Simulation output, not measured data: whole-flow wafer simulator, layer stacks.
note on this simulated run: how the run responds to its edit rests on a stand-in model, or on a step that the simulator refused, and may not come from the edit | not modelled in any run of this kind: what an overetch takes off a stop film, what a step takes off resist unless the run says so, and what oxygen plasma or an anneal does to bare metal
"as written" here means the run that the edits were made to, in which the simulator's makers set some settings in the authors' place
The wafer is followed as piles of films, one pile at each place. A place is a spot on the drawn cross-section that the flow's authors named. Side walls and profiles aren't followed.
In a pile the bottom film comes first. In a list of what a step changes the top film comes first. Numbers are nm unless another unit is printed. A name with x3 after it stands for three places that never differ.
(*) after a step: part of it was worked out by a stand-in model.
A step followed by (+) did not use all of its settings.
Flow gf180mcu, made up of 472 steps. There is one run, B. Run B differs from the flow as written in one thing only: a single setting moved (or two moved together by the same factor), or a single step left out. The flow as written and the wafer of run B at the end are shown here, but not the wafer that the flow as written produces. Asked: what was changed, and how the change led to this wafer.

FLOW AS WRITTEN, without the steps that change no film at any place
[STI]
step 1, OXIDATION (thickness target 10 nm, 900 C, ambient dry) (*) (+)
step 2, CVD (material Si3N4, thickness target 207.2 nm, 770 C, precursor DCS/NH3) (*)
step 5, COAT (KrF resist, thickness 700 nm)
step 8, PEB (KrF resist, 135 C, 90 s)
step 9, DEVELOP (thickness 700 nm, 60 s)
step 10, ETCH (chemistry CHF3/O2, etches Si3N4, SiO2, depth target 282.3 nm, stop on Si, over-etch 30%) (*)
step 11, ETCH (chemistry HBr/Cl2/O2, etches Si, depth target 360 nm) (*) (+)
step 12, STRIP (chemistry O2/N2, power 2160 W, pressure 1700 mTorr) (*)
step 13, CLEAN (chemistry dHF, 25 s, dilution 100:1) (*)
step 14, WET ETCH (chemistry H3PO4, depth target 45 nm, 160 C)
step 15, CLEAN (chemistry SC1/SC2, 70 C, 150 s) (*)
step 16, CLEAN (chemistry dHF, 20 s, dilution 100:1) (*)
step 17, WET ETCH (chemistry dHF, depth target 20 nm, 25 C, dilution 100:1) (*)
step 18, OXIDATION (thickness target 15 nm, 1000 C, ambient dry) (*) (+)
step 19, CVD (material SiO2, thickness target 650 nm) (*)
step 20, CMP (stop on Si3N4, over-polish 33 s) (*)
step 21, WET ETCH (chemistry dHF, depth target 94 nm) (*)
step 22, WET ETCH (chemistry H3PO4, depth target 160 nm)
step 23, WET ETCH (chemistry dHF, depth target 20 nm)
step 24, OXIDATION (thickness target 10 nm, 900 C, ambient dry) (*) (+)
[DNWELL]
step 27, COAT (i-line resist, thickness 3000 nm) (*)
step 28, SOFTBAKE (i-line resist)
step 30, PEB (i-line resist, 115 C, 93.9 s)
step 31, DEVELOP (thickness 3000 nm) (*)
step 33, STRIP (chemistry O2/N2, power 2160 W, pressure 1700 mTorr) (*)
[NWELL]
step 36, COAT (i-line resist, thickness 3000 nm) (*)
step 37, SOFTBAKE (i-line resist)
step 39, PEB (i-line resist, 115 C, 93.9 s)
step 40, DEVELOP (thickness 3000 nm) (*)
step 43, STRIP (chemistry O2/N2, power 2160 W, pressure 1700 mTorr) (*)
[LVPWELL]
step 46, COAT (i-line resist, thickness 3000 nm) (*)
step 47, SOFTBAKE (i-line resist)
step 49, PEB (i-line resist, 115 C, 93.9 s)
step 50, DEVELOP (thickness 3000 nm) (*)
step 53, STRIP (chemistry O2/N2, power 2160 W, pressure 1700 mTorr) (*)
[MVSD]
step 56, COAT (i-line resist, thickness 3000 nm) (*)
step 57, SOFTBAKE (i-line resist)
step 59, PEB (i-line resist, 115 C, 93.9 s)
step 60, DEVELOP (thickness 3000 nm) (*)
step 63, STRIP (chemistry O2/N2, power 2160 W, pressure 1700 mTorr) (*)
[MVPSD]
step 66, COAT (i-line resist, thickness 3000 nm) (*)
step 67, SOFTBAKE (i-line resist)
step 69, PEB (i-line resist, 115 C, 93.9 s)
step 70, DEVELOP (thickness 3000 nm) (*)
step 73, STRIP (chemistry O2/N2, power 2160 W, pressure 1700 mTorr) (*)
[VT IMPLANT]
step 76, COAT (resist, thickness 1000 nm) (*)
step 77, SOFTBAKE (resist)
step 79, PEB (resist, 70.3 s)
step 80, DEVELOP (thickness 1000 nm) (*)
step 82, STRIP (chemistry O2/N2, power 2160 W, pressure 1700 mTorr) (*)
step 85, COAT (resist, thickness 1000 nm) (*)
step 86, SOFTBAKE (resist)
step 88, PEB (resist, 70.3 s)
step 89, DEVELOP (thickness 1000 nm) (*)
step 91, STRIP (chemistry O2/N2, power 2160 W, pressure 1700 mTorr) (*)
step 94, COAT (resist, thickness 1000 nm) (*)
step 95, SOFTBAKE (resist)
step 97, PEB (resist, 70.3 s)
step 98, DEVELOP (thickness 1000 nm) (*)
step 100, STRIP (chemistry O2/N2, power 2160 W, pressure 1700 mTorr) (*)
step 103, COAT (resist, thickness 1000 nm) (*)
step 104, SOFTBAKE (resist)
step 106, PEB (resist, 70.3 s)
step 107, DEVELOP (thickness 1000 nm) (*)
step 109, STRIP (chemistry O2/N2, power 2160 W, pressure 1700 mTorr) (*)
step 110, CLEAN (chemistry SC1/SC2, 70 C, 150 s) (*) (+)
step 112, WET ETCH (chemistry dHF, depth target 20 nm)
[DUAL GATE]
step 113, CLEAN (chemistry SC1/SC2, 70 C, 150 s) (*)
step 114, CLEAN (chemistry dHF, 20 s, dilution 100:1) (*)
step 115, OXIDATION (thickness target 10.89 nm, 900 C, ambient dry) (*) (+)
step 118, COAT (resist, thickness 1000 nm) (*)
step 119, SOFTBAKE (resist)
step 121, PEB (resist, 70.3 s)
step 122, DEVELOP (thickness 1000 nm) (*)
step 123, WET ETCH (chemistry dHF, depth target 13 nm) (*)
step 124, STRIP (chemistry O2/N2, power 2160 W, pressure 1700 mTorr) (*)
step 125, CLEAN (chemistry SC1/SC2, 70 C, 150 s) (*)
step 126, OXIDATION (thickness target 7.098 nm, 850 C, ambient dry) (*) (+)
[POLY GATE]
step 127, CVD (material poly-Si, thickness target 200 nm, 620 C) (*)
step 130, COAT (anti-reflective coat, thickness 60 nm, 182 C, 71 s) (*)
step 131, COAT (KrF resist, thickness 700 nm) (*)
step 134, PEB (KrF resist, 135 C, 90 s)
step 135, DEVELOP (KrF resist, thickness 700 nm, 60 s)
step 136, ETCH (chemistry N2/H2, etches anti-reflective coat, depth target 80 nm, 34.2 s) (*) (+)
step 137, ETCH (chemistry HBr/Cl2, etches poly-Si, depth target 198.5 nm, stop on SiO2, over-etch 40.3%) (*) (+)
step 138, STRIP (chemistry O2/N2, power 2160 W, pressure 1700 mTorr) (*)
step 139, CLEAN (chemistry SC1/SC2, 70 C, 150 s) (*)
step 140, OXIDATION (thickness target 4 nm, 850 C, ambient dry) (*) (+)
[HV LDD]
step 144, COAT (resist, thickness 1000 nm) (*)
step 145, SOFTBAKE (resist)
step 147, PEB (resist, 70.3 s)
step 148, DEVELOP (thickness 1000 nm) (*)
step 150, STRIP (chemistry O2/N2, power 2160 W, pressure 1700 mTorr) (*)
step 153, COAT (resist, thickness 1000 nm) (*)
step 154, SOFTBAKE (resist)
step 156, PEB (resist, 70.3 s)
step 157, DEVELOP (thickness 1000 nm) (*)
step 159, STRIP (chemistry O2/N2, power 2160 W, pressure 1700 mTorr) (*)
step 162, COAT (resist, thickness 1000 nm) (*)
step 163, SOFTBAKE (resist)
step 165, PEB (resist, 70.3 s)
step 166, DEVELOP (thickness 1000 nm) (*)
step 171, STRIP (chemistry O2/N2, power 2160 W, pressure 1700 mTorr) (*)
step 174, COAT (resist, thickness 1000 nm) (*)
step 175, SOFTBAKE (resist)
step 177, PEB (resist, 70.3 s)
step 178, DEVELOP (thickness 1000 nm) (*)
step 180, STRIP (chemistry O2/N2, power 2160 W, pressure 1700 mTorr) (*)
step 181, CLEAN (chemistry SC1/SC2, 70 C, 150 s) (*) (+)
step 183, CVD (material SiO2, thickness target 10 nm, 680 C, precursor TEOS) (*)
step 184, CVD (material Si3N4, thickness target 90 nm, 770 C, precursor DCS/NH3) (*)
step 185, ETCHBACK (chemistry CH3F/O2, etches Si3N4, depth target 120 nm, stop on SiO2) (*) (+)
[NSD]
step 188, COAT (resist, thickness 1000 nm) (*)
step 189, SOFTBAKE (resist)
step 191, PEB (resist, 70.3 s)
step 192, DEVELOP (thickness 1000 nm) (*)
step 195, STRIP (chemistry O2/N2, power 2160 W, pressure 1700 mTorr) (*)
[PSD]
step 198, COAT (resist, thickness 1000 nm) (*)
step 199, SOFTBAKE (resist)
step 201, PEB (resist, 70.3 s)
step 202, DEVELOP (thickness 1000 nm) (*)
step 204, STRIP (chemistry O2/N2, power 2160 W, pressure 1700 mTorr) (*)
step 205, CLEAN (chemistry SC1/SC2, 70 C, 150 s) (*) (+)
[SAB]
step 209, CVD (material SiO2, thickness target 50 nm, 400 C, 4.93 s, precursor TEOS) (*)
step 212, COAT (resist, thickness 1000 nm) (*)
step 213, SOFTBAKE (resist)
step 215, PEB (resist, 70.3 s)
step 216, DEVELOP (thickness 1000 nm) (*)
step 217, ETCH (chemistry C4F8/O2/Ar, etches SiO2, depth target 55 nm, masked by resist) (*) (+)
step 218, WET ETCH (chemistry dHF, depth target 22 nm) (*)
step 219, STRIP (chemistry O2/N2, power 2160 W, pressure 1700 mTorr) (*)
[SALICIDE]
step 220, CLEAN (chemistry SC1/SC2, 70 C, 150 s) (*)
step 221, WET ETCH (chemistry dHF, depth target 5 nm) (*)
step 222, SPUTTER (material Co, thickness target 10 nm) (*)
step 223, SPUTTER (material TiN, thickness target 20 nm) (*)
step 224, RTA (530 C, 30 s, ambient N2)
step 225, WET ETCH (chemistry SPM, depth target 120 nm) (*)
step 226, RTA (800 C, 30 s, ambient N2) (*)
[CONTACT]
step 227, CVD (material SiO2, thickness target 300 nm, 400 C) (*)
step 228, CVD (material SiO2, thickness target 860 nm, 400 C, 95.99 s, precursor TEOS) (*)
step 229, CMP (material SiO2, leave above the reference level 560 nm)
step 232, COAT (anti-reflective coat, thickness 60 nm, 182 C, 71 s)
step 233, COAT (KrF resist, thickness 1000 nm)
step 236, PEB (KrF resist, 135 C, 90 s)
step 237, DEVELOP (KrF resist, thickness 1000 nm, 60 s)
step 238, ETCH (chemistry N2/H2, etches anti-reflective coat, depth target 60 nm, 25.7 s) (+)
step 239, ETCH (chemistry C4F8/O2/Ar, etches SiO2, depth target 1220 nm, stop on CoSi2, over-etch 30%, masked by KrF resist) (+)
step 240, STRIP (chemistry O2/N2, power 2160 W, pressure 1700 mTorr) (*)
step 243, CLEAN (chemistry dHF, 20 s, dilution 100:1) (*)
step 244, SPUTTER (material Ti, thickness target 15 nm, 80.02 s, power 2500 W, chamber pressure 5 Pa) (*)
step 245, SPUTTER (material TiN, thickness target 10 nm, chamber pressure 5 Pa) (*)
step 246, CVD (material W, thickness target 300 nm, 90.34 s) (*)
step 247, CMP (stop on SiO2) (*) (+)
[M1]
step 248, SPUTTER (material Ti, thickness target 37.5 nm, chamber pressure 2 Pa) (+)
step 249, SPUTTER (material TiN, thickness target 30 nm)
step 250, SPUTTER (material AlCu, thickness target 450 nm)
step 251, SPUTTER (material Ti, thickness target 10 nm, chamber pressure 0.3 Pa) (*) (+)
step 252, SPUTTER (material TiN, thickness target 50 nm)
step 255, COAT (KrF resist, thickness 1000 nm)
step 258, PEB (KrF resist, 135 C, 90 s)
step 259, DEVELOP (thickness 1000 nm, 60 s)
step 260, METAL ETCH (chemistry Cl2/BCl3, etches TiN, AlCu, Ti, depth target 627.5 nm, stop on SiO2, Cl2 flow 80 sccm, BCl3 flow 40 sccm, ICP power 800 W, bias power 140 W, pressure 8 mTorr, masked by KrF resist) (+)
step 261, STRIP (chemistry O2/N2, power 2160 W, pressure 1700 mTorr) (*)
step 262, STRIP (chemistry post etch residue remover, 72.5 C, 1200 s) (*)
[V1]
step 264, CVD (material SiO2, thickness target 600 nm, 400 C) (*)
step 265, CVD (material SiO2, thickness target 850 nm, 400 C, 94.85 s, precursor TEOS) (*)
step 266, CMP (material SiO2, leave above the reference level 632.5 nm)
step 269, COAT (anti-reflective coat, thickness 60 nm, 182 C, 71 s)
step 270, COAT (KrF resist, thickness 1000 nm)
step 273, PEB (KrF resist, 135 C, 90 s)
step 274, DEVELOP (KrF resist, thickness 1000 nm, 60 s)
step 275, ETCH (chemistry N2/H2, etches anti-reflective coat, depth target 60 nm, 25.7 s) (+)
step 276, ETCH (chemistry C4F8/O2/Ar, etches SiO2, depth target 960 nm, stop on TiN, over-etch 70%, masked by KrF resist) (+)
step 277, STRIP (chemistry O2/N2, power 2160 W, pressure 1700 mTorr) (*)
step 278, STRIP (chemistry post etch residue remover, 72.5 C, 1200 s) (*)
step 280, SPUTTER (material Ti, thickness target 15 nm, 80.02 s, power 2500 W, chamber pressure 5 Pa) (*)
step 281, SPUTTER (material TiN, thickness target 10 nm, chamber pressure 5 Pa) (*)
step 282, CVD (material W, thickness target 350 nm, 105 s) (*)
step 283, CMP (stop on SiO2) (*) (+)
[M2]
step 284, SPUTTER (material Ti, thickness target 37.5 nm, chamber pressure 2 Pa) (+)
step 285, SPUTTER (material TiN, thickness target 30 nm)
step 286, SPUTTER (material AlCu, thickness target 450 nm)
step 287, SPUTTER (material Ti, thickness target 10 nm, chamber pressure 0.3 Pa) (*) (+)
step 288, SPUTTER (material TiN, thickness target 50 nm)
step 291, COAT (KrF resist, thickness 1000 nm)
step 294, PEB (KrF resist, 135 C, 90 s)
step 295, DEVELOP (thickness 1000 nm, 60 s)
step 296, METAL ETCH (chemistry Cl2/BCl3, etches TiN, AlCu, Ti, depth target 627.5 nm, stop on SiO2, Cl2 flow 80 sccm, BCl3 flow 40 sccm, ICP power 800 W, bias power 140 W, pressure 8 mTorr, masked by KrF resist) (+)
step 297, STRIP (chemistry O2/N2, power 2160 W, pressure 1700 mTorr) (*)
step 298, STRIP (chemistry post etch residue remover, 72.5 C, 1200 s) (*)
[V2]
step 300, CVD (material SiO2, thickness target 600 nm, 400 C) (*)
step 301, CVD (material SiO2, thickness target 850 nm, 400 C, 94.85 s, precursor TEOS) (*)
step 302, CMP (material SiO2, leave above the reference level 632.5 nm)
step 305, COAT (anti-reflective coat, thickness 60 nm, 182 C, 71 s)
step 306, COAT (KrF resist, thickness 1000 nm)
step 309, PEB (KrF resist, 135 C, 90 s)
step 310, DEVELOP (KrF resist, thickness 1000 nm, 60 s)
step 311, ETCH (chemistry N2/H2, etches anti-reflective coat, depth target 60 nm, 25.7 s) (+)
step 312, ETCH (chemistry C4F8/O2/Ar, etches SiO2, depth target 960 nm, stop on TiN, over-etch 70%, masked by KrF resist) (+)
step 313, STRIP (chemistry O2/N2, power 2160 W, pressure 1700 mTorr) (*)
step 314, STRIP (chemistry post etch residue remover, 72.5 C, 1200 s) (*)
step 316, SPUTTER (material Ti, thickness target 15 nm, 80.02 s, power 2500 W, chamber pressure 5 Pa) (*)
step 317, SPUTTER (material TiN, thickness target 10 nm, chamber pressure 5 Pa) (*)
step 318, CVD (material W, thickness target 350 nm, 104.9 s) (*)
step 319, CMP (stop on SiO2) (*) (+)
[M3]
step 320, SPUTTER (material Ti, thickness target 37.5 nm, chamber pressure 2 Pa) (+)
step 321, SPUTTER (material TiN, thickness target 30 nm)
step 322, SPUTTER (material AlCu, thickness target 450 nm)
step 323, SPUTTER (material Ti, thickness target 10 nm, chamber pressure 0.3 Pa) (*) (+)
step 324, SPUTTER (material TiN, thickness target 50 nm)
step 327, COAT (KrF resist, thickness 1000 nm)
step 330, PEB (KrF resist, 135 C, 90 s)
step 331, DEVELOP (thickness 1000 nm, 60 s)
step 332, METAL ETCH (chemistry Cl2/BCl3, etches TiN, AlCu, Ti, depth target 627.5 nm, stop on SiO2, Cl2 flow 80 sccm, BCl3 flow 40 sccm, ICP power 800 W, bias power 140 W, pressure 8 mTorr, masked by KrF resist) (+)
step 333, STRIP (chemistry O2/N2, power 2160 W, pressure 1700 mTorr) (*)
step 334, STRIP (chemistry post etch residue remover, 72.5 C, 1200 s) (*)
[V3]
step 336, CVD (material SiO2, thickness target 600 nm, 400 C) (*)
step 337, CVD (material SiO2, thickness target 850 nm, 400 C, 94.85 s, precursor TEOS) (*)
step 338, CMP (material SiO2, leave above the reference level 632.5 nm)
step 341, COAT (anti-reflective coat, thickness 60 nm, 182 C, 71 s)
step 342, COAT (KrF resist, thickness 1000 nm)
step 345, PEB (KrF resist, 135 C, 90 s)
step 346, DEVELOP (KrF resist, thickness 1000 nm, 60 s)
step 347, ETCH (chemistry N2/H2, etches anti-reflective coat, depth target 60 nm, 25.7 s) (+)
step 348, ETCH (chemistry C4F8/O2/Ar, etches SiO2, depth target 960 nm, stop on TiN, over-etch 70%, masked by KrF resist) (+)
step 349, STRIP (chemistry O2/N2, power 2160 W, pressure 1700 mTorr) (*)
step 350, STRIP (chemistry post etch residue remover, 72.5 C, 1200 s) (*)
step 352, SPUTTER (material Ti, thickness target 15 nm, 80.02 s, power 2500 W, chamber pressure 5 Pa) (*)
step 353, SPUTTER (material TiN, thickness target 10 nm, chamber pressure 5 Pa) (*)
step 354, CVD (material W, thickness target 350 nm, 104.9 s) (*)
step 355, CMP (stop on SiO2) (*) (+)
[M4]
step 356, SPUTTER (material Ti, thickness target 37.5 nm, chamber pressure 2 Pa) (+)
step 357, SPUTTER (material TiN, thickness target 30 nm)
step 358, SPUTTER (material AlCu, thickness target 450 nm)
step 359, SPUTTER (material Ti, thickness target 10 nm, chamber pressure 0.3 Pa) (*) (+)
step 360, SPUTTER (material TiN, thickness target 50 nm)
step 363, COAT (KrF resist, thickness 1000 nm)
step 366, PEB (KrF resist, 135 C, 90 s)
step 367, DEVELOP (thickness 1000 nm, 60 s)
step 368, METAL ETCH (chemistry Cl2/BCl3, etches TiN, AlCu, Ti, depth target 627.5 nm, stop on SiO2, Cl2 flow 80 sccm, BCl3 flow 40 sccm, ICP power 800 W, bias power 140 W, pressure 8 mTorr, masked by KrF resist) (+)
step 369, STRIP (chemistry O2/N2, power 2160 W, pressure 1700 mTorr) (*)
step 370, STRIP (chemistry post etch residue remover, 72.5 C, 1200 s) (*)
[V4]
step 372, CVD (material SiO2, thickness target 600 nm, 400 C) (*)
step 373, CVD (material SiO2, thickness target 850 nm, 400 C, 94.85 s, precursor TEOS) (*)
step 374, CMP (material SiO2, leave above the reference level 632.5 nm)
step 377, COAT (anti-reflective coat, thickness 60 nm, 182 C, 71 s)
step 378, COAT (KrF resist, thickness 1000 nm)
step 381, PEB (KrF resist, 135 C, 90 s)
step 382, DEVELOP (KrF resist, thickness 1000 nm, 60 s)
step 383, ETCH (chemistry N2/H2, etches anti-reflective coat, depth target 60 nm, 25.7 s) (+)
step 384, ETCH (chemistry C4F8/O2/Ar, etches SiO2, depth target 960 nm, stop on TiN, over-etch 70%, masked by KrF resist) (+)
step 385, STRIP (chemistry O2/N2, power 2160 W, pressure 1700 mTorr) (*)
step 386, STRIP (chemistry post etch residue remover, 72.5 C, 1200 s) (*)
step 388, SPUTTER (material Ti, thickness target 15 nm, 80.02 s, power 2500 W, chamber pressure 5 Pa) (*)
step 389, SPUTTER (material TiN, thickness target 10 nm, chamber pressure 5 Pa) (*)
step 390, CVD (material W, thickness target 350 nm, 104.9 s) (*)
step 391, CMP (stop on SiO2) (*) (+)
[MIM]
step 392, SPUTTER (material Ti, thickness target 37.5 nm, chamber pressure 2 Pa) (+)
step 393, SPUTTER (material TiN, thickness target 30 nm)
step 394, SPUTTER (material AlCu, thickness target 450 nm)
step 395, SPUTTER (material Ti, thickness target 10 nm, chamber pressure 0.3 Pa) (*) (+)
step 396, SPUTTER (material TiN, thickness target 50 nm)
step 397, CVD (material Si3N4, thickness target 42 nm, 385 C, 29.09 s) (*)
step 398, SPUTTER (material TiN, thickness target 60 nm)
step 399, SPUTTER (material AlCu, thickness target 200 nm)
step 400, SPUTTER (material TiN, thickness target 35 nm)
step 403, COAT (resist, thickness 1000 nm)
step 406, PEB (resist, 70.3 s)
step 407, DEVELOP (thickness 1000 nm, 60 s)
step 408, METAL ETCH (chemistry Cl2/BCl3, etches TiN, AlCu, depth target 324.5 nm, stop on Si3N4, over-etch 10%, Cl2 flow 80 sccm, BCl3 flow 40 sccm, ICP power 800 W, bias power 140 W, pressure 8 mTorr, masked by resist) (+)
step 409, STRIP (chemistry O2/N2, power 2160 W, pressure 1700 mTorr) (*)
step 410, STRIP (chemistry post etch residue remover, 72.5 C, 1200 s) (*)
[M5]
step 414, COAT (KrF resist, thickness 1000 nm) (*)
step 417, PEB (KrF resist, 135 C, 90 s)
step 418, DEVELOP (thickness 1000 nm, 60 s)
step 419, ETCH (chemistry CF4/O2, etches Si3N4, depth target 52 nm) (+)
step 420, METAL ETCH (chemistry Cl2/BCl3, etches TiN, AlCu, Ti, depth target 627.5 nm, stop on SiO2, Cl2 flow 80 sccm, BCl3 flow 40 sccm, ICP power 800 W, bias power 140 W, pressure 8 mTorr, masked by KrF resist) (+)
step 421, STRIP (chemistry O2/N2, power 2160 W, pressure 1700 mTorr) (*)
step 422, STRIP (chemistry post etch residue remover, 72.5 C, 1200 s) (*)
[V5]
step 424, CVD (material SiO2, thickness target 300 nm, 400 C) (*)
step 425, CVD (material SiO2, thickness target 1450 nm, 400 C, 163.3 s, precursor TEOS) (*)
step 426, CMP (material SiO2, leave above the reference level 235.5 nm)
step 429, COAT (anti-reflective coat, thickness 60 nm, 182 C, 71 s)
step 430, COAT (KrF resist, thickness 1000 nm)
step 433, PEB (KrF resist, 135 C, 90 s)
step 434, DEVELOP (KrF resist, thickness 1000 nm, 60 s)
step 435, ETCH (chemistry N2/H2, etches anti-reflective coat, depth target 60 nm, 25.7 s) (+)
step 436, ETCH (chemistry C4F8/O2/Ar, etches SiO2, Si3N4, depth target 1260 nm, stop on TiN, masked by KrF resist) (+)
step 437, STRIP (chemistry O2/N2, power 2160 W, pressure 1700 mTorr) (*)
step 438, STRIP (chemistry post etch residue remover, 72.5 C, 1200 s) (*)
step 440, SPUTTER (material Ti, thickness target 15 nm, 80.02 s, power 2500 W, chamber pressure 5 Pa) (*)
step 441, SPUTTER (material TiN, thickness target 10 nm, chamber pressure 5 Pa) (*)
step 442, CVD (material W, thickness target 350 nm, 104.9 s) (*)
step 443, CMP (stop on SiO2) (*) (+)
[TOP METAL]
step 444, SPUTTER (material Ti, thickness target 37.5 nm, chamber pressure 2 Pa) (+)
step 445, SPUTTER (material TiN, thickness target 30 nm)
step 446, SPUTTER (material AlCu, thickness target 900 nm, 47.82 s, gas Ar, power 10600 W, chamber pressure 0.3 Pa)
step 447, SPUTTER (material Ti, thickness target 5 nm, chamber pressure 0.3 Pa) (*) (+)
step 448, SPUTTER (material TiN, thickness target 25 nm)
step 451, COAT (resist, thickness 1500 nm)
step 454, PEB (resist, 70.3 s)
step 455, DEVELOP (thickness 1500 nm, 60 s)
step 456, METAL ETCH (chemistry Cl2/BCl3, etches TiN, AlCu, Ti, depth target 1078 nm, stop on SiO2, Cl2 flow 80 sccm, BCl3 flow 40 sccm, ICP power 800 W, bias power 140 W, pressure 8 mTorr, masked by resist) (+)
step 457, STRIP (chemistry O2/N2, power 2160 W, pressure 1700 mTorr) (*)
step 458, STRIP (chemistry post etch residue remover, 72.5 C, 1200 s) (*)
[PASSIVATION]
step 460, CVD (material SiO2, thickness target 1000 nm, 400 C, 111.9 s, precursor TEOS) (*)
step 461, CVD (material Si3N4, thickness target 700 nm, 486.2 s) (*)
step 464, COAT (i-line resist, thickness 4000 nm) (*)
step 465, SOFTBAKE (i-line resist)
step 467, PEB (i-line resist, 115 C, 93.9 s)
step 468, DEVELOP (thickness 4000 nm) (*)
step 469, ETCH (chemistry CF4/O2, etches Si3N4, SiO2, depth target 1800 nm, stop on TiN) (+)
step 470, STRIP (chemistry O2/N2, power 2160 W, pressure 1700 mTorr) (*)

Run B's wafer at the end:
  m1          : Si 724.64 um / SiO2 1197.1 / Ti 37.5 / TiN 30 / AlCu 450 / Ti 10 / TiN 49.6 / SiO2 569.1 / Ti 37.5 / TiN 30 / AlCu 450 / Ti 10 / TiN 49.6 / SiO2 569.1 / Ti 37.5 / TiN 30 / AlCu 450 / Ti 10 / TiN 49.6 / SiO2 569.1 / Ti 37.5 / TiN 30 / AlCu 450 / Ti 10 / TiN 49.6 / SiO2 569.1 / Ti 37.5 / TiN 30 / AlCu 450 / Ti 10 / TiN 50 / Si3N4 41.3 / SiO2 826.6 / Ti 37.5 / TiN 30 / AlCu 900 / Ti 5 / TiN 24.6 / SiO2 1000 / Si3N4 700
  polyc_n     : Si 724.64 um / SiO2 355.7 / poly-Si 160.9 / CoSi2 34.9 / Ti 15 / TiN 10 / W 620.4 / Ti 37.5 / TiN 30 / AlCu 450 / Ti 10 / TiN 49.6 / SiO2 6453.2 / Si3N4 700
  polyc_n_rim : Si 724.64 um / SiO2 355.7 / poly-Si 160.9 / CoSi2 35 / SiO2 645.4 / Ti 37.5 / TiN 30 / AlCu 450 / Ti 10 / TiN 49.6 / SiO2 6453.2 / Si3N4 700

What caused this: step 112, WET ETCH: depth target 31.5 nm was run, whereas the flow has depth target 20 nm.

The path from the change to this, step by step:
  step 112, WET ETCH (chemistry dHF, depth target 20 nm)
      field, field__w2, field__w3 and 36 more: -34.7 SiO2 (it would be, as written: -22 SiO2)
      field_sub, mim_1p0, pad, dice_street, iso_fld_sub, ldn_fld, ldp_fld: -34.6 SiO2 (it would be, as written: -22 SiO2)
  step 119, SOFTBAKE (resist)
      field_sub: -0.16 resist (it would be, as written: -0.73 resist)
      field_sub__w2: -0.11 resist (it would be, as written: -0.62 resist)
      (and at 3 other places as well)
  step 130, COAT (anti-reflective coat, thickness 60 nm, 182 C, 71 s) (*)
      p_well, spacer, sd_n: +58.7 anti-reflective coat (new film) (it would be, as written: +70.9 anti-reflective coat (new film))
      ldn_ch, ldp_ch: +62.4 anti-reflective coat (new film) (it would be, as written: +66.7 anti-reflective coat (new film))
      (and at 71 other places as well)
  step 136, ETCH (chemistry N2/H2, etches anti-reflective coat, depth target 80 nm, 34.2 s) (*) (+)
      p_well, spacer, sd_n: -58.7 anti-reflective coat (all of it), -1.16 poly-Si (it would be, as written: -70.9 anti-reflective coat (all of it), -0.85 poly-Si)
      ldn_dft, ldp_dft: -55.4 anti-reflective coat (all of it), -1.25 poly-Si (it would be, as written: -48.7 anti-reflective coat (all of it), -1.42 poly-Si)
      (and at 50 other places as well)
  step 138, STRIP (chemistry O2/N2, power 2160 W, pressure 1700 mTorr) (*)
      gate: +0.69 chemical SiO2 (new film), -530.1 KrF resist (all of it), -60 anti-reflective coat (all of it), -0.3 poly-Si (it would be, as written: +0.68 chemical SiO2 (new film), -531.7 KrF resist (all of it), -65.5 anti-reflective coat (all of it), -0.3 poly-Si)
      gate_hv: +0.69 chemical SiO2 (new film), -525.2 KrF resist (all of it), -59.1 anti-reflective coat (all of it), -0.3 poly-Si (it would be, as written: +0.68 chemical SiO2 (new film), -528.4 KrF resist (all of it), -61 anti-reflective coat (all of it), -0.3 poly-Si)
      (and at 19 other places as well)
  step 144, COAT (resist, thickness 1000 nm) (*)
      field__w6: +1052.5 resist (new film) (it would be, as written: +1022.5 resist (new film))
  step 145, SOFTBAKE (resist)
      field: +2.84 resist (it would be, as written: -0.3 resist)
      nw_enc_fld_lv__w3: -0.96 resist (it would be, as written: +2.63 resist)
      (and at 9 other places as well)
  step 147, PEB (resist, 70.3 s)
      field__w6: -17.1 resist (it would be, as written: -16.3 resist)
  step 150, STRIP (chemistry O2/N2, power 2160 W, pressure 1700 mTorr) (*)
      field__w6: -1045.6 resist (all of it) (it would be, as written: -1012.2 resist (all of it))
  step 153, COAT (resist, thickness 1000 nm) (*)
      field__w6: +1052.5 resist (new film) (it would be, as written: +1022.5 resist (new film))
  step 154, SOFTBAKE (resist)
      field: +2.84 resist (it would be, as written: -0.3 resist)
      nw_enc_fld_lv__w3: -0.96 resist (it would be, as written: +2.63 resist)
      (and at 9 other places as well)
  step 156, PEB (resist, 70.3 s)
      field__w6: -17.1 resist (it would be, as written: -16.3 resist)
  step 159, STRIP (chemistry O2/N2, power 2160 W, pressure 1700 mTorr) (*)
      field__w6: -1045.6 resist (all of it) (it would be, as written: -1012.2 resist (all of it))
  step 162, COAT (resist, thickness 1000 nm) (*)
      field__w6: +1052.5 resist (new film) (it would be, as written: +1022.5 resist (new film))
  step 163, SOFTBAKE (resist)
      field: +2.84 resist (it would be, as written: -0.3 resist)
      nw_enc_fld_lv__w3: -0.96 resist (it would be, as written: +2.63 resist)
      (and at 9 other places as well)
  step 165, PEB (resist, 70.3 s)
      field__w6: -17.1 resist (it would be, as written: -16.3 resist)
  ... 11 further steps ...
  step 229, CMP (material SiO2, leave above the reference level 560 nm)
      ldn_sep__w1, ldn_sep__w2, ldn_dft and 8 more: -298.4 SiO2 (it would be, as written: -311 SiO2)
      sti, mim_1p0, pad, dice_street, iso_nw_fld, iso_fld_sub: -284.2 SiO2 (it would be, as written: -296.8 SiO2)
      (and at 50 other places as well)
